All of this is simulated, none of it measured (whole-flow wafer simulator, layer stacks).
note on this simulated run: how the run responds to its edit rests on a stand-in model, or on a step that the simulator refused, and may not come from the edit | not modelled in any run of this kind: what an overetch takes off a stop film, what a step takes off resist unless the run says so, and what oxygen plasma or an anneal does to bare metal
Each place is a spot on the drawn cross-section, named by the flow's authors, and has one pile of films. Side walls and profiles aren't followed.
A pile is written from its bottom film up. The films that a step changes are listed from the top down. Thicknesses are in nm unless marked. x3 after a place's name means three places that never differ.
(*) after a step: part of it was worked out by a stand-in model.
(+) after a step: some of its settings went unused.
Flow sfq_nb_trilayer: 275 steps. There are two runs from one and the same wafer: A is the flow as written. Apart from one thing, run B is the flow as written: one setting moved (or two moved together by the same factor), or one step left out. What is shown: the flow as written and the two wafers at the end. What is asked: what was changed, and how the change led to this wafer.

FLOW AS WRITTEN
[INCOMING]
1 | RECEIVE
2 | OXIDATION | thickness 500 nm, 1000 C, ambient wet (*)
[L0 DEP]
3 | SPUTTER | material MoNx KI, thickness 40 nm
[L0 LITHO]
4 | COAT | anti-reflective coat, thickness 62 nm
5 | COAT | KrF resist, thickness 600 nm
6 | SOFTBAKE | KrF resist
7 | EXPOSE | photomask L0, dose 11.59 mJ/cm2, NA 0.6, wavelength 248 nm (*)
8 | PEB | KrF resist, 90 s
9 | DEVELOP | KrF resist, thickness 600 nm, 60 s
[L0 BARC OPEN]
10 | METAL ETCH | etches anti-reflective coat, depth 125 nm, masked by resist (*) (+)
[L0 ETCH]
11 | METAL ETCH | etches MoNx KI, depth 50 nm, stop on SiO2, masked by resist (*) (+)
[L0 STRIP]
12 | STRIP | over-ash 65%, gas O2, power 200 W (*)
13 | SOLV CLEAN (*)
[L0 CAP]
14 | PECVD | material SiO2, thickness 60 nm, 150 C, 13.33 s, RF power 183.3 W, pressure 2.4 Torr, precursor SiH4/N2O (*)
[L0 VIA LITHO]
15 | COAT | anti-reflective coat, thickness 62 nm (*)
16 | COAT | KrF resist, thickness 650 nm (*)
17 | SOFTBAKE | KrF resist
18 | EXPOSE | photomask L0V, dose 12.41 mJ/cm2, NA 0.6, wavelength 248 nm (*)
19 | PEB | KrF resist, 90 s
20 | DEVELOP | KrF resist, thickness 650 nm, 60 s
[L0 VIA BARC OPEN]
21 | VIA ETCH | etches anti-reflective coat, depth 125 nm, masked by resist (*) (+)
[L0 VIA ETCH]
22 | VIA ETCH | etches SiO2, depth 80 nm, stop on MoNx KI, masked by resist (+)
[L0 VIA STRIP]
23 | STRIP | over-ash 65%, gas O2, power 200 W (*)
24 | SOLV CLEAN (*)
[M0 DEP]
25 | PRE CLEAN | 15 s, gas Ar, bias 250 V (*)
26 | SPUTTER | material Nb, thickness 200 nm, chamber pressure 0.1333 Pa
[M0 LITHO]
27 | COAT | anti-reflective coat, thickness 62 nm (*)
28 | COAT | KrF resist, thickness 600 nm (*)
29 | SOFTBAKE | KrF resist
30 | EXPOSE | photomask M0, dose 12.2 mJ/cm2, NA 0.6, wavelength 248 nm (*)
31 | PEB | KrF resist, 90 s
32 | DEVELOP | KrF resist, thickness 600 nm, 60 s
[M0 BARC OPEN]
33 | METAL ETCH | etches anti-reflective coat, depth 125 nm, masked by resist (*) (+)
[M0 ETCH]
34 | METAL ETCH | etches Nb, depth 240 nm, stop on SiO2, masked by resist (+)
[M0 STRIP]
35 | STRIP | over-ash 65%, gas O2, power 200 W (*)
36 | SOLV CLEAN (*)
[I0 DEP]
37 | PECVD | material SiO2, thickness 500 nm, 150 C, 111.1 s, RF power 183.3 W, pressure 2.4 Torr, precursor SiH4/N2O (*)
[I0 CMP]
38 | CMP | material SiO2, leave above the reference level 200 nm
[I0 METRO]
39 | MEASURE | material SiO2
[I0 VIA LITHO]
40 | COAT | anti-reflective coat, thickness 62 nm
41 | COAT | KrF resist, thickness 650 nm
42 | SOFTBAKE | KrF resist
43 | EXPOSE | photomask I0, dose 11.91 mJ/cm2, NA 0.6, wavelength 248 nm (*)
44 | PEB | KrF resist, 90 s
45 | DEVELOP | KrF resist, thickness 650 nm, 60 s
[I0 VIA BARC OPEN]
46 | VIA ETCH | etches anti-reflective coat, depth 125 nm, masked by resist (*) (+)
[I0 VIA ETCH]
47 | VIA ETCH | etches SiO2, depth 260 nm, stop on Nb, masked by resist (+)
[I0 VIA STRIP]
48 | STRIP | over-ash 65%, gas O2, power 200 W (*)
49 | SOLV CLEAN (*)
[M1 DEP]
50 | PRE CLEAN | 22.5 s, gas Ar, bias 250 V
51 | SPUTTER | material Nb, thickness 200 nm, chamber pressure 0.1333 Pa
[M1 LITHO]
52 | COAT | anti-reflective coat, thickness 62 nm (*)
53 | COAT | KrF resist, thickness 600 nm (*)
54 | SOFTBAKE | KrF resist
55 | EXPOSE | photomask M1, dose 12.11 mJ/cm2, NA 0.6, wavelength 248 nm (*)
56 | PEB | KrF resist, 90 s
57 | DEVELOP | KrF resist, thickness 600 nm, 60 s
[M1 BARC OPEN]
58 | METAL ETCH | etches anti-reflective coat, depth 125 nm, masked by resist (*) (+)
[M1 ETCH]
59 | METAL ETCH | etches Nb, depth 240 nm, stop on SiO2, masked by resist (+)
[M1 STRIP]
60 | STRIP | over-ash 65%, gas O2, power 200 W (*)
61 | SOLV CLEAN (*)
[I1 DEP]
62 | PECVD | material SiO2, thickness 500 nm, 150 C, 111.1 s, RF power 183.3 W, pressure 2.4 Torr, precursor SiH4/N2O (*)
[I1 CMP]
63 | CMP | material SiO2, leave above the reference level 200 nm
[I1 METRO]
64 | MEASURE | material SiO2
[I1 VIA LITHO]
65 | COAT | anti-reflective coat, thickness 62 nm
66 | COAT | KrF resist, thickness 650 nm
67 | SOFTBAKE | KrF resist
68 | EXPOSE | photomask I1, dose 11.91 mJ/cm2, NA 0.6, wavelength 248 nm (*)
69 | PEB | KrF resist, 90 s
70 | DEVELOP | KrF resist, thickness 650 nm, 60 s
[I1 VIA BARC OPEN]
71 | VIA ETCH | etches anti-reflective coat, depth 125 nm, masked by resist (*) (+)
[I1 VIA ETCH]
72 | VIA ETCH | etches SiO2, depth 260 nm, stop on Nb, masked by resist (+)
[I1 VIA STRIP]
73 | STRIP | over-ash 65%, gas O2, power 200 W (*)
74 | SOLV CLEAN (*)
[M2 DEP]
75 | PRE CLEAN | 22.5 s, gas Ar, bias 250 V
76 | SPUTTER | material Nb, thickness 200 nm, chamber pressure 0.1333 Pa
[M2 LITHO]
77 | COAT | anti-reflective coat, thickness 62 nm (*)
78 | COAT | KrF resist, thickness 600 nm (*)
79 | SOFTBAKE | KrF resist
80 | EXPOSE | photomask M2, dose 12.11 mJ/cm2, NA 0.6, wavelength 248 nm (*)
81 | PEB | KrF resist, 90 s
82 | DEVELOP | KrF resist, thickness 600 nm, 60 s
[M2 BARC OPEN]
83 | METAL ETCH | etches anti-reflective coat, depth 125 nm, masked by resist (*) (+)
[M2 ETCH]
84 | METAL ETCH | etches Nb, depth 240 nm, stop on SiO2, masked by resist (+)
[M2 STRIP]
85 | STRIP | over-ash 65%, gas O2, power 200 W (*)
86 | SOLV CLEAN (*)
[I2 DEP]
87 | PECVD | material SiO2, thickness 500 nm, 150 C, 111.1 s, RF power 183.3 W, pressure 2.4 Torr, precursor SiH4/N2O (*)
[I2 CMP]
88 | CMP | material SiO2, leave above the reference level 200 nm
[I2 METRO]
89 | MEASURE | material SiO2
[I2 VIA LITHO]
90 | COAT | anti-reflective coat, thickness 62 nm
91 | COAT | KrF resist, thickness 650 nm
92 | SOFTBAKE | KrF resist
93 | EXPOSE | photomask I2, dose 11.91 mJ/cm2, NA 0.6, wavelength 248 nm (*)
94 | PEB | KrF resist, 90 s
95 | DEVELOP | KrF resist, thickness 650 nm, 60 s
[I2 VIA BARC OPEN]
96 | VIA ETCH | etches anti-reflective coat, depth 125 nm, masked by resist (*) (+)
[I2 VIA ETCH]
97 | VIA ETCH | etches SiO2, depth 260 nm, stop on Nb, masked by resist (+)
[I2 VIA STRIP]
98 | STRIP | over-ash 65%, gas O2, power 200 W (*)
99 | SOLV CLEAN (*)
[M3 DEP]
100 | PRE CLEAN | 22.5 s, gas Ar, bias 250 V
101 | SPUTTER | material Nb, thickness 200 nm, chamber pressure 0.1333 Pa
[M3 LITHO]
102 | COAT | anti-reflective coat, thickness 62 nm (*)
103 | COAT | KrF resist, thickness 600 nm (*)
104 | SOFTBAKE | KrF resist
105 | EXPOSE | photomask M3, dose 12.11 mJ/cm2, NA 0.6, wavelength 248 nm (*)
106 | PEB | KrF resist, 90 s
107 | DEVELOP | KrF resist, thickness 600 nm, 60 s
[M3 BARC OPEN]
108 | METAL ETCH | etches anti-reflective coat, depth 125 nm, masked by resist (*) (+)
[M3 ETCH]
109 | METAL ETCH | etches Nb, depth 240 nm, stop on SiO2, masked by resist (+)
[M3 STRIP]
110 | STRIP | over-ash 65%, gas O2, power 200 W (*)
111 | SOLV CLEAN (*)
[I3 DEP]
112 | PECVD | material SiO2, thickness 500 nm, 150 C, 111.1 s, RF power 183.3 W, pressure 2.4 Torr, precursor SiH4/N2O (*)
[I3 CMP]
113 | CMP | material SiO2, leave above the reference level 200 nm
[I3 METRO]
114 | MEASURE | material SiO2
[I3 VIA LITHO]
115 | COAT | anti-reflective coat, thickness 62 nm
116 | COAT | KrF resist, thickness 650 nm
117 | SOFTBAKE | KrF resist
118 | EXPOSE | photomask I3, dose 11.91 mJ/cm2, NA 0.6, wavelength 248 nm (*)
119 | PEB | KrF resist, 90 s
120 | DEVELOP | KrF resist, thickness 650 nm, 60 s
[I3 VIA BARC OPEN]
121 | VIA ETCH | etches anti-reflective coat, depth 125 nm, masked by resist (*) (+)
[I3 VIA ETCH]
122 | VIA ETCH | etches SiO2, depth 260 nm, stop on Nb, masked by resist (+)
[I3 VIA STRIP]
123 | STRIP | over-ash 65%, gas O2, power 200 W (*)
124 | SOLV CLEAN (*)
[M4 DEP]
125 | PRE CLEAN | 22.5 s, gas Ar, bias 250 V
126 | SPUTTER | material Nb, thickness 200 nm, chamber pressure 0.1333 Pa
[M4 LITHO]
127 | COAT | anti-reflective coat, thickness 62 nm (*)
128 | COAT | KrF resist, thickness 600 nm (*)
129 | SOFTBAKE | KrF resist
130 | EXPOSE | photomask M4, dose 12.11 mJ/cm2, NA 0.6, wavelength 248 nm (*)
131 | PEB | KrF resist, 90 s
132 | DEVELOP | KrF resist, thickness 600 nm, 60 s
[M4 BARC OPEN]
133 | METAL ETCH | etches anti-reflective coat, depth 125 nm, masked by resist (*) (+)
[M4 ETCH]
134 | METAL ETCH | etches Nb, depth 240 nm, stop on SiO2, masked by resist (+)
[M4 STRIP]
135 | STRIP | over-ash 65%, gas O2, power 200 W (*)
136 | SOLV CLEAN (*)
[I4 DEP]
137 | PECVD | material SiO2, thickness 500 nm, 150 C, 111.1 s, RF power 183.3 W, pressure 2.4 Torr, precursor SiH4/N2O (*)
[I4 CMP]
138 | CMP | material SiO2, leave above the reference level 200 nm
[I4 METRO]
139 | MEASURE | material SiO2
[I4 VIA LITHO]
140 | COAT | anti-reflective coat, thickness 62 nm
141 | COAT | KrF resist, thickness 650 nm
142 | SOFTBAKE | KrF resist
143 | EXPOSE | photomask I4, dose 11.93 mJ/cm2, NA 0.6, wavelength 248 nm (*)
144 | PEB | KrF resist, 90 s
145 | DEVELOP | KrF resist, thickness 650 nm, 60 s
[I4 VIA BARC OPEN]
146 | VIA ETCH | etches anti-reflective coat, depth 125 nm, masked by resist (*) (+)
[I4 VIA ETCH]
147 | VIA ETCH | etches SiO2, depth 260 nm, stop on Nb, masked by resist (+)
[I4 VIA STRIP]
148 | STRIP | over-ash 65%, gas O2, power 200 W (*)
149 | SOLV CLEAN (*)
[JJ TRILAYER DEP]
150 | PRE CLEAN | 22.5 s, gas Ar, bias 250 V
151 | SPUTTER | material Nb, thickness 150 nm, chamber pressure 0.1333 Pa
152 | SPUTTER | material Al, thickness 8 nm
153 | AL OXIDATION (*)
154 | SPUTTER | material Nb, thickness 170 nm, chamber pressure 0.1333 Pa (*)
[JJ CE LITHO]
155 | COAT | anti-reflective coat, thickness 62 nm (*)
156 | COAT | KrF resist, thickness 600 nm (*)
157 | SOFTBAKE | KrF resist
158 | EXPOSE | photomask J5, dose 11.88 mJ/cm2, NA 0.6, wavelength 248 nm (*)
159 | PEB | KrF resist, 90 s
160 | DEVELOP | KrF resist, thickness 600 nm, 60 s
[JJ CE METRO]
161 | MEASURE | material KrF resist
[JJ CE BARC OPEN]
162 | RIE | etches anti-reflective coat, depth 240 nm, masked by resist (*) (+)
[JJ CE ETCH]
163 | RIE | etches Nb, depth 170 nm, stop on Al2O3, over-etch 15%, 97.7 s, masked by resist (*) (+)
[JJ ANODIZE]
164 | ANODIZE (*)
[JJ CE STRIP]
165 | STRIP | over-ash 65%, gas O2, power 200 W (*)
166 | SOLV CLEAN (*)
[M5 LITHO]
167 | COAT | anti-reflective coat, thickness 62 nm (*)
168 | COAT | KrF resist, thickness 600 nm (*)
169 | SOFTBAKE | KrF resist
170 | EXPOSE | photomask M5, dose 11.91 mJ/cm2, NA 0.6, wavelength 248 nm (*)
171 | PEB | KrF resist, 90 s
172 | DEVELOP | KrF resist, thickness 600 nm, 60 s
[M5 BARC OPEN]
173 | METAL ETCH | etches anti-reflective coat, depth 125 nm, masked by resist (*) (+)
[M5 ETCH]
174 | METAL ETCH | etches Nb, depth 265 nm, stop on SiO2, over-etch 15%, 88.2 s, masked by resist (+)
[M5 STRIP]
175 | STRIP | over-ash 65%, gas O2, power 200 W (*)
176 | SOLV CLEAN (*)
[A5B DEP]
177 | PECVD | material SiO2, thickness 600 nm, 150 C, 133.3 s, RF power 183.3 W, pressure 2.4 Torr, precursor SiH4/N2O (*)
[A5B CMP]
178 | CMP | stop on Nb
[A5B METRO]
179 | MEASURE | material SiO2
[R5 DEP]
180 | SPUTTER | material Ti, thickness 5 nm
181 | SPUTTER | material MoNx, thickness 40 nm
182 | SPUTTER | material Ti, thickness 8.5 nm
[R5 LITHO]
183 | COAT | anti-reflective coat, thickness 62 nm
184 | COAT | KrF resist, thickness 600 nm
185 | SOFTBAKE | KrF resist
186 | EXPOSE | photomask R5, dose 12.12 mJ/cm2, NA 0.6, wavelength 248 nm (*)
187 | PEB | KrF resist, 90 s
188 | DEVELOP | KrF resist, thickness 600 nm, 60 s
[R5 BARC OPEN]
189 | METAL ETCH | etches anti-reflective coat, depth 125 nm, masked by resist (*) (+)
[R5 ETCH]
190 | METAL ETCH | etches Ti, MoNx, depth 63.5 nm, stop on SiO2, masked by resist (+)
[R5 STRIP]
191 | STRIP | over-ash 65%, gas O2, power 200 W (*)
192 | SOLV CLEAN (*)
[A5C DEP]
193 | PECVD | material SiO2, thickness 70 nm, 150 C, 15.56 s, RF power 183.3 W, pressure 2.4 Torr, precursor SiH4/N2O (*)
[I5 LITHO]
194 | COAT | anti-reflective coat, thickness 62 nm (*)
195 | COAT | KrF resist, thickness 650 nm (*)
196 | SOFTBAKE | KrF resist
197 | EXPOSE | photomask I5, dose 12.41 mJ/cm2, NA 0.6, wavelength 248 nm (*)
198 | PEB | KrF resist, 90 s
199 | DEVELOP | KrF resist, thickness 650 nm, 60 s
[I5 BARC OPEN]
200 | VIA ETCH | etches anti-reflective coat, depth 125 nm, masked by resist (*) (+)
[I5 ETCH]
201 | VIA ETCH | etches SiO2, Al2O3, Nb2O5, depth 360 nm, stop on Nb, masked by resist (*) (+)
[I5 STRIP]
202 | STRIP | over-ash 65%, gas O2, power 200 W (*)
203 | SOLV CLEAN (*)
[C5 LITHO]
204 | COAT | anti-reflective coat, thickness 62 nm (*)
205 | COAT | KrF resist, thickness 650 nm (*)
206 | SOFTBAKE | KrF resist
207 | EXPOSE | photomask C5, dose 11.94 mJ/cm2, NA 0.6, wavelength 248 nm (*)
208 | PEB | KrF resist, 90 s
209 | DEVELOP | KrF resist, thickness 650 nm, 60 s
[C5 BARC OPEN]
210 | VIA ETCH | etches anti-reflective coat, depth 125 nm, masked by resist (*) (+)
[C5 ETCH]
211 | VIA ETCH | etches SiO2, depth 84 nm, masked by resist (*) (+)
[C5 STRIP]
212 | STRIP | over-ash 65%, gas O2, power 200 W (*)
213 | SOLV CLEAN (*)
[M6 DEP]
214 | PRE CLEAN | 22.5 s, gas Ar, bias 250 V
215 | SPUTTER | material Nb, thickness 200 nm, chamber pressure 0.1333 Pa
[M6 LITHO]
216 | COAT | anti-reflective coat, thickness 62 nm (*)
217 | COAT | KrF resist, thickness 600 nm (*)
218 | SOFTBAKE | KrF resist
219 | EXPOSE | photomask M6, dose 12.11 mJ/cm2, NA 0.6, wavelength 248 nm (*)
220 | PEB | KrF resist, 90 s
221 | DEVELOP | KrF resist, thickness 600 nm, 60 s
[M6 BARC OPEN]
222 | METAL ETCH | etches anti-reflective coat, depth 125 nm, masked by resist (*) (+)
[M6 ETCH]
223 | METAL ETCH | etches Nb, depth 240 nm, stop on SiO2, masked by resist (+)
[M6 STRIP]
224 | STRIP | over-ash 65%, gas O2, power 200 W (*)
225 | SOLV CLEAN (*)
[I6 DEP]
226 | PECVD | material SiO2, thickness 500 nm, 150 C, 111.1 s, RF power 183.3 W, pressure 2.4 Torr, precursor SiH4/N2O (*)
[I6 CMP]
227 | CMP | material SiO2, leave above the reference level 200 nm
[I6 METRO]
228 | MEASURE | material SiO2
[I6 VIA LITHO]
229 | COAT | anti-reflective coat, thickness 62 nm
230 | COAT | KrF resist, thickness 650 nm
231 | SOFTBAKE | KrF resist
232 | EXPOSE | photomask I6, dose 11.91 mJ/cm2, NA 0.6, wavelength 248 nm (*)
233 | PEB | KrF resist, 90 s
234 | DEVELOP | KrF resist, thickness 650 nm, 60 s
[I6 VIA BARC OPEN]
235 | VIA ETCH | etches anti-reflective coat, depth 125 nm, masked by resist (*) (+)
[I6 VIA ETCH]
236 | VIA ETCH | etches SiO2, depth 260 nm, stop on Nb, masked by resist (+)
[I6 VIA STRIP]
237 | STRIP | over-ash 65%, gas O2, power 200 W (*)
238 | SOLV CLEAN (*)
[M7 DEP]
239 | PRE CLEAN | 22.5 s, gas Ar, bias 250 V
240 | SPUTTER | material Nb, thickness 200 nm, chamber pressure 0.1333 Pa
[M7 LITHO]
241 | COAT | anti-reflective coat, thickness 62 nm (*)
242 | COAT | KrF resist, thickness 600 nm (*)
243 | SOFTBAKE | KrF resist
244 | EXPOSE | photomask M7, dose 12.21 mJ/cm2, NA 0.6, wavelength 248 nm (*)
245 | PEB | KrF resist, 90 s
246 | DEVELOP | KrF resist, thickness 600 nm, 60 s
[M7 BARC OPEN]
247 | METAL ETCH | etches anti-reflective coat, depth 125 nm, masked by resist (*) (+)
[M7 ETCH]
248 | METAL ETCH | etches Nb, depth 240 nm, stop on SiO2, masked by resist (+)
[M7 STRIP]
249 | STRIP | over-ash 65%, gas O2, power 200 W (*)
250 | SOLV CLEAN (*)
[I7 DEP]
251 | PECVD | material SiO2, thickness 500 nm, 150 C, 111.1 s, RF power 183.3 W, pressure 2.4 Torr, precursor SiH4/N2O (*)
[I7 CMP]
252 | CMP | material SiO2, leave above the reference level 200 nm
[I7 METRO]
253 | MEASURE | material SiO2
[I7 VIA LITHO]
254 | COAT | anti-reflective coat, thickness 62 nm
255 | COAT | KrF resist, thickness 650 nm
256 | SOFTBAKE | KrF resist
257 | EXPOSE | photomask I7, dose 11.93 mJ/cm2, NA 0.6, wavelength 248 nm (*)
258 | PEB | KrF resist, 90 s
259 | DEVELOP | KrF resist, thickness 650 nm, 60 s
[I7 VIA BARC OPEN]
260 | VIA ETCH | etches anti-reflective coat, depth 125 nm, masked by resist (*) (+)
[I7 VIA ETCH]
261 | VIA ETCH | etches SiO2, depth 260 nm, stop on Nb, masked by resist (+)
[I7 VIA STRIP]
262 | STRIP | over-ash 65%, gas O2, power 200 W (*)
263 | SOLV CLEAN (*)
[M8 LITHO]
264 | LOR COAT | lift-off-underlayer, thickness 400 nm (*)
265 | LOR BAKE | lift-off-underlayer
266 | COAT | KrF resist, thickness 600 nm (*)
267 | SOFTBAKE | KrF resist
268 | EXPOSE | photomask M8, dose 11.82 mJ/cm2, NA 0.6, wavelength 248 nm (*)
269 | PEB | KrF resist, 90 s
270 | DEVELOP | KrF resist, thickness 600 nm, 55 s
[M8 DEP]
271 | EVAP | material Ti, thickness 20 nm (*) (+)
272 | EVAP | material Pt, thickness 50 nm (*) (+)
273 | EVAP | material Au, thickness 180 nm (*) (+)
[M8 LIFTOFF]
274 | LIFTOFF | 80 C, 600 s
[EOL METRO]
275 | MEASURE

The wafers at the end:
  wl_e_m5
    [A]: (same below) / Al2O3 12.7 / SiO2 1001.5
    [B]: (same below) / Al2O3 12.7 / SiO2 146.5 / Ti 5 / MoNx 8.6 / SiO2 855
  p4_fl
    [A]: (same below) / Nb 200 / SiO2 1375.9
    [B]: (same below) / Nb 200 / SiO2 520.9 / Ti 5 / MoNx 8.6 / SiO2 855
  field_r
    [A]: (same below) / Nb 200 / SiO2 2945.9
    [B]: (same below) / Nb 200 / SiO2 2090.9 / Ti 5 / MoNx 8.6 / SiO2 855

Cause: step 181, SPUTTER: thickness 63.6 nm was run, whereas the flow has thickness 40 nm.

How this came from the change, step by step:
  181 | SPUTTER | material MoNx, thickness 40 nm
      field_l, v_sur, via_wl and 103 more: A +40 MoNx (new film) | B +63.6 MoNx (new film)
  190 | METAL ETCH | etches Ti, MoNx, depth 63.5 nm, stop on SiO2, masked by resist (+)
      field_l, v_sur, via_wl and 92 more: A -8.5 Ti (all of it), -40 MoNx (all of it), -5 Ti (all of it) | B -8.5 Ti (all of it), -55 MoNx
      ce_l, c5j, ce_r, wl_jj: A -8.5 Ti (all of it), -40 MoNx (all of it), -5 Ti (all of it), -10 Nb | B -8.5 Ti (all of it), -55 MoNx
  193 | PECVD | material SiO2, thickness 70 nm, 150 C, 15.56 s, RF power 183.3 W, pressure 2.4 Torr, precursor SiH4/N2O (*)
      field_l, v_sur, via_wl and 92 more: A +70 SiO2 | B +70 SiO2 (new film)
  194 | COAT | anti-reflective coat, thickness 62 nm (*)
      wl_j_sl, wl_j_sr: A +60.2 anti-reflective coat (new film) | B +62 anti-reflective coat (new film)
      r5r_spacepad_l, r5r_spacepad_r: A +84.4 anti-reflective coat (new film) | B +88.7 anti-reflective coat (new film)
      (also at 12 further places)
  201 | VIA ETCH | etches SiO2, Al2O3, Nb2O5, depth 360 nm, stop on Nb, masked by resist (*) (+)
      be: A -216.4 SiO2 (all of it), -12.7 Al2O3 (all of it), -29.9 Nb2O5 (all of it) | B -69.8 SiO2 (all of it), -8.6 MoNx (all of it), -5 Ti (all of it), -146.5 SiO2 (all of it), -12.7 Al2O3 (all of it), -29.9 Nb2O5 (all of it)
  202 | STRIP | over-ash 65%, gas O2, power 200 W (*)
      wl_j_sl, wl_j_sr: A -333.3 KrF resist (all of it), -60.2 anti-reflective coat (all of it) | B -333 KrF resist (all of it), -62 anti-reflective coat (all of it)
      r5r_spacepad_l, r5r_spacepad_r: A -335.6 KrF resist (all of it), -84.4 anti-reflective coat (all of it) | B -336 KrF resist (all of it), -88.7 anti-reflective coat (all of it)
      (also at 12 further places)
  204 | COAT | anti-reflective coat, thickness 62 nm (*)
      wl_j_sl, wl_j_sr: A +60.2 anti-reflective coat (new film) | B +62 anti-reflective coat (new film)
      r5r_spacepad_l, r5r_spacepad_r: A +84.4 anti-reflective coat (new film) | B +88.7 anti-reflective coat (new film)
      (also at 12 further places)
  210 | VIA ETCH | etches anti-reflective coat, depth 125 nm, masked by resist (*) (+)
      c5j: A -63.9 anti-reflective coat (all of it), -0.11 SiO2 | B -61.2 anti-reflective coat (all of it), -0.11 SiO2
  211 | VIA ETCH | etches SiO2, depth 84 nm, masked by resist (*) (+)
      c5j: A -69.9 SiO2 (all of it), -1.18 Nb | B -69.9 SiO2 (all of it)
  212 | STRIP | over-ash 65%, gas O2, power 200 W (*)
      wl_j_sl, wl_j_sr: A -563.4 KrF resist (all of it), -60.2 anti-reflective coat (all of it) | B -564 KrF resist (all of it), -62 anti-reflective coat (all of it)
      r5r_spacepad_l, r5r_spacepad_r: A -565.8 KrF resist (all of it), -84.4 anti-reflective coat (all of it) | B -566.9 KrF resist (all of it), -88.7 anti-reflective coat (all of it)
      (also at 11 further places)
  214 | PRE CLEAN | 22.5 s, gas Ar, bias 250 V
      c5j: A -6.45 Nb | B -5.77 MoNx
  215 | SPUTTER | material Nb, thickness 200 nm, chamber pressure 0.1333 Pa
      c5j: A +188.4 Nb | B +189.1 Nb (new film)
      be: A +147.3 Nb | B +144.3 Nb
  216 | COAT | anti-reflective coat, thickness 62 nm (*)
      r5r_line_l, r5r_line_c, r5r_line_r: A +50 anti-reflective coat (new film) | B +48.6 anti-reflective coat (new film)
      wl_j_sl, wl_j_sr: A +60.2 anti-reflective coat (new film) | B +62 anti-reflective coat (new film)
      (also at 13 further places)
  222 | METAL ETCH | etches anti-reflective coat, depth 125 nm, masked by resist (*) (+)
      r5r_line_l, r5r_line_c, r5r_line_r: A -50 anti-reflective coat (all of it) | B -48.6 anti-reflective coat (all of it)
      r5r_spacepad_l, r5r_spacepad_r: A -85.7 anti-reflective coat (all of it) | B -90.7 anti-reflective coat (all of it)
      (also at 1 further place)
  224 | STRIP | over-ash 65%, gas O2, power 200 W (*)
      wl_j_sl, wl_j_sr: A -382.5 KrF resist (all of it), -60.2 anti-reflective coat (all of it) | B -382.4 KrF resist (all of it), -62 anti-reflective coat (all of it)
      be: A -575.8 KrF resist (all of it), -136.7 anti-reflective coat (all of it) | B -587.9 KrF resist (all of it), -139.3 anti-reflective coat (all of it)
      (also at 10 further places)
  226 | PECVD | material SiO2, thickness 500 nm, 150 C, 111.1 s, RF power 183.3 W, pressure 2.4 Torr, precursor SiH4/N2O (*)
      be: A +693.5 SiO2 (new film) | B +710.1 SiO2 (new film)
  227 | CMP | material SiO2, leave above the reference level 200 nm
      r5r_line_l, r5r_spacepad_l, r5r_spacepad_r, r5r_line_c, r5r_line_r: A -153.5 SiO2 | B -163.5 SiO2
      ce_l, ce_r, wl_jj: A -290 SiO2 | B -300 SiO2
      (also at 5 further places)
With metal films that touch counted as one body, wl_e_m5 has 7 bodies (between them, from the top down: SiO2 146.5 / Al2O3 12.7 / Nb2O5 29.9; SiO2 192.5; SiO2 192.5; SiO2 192.5; SiO2 192.5; SiO2 192.5); the flow as written gives 6 bodies (between them, from the top down: SiO2 192.5; SiO2 192.5; SiO2 192.5; SiO2 192.5; SiO2 192.5).
With metal films that touch counted as one body, p4_fl has 3 bodies (between them, from the top down: SiO2 520.9; SiO2 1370); the flow as written gives 2 bodies (between them, from the top down: SiO2 1370).
With metal films that touch counted as one body, field_r has 2 bodies (between them, from the top down: SiO2 2090.9); the flow as written gives 1 body.
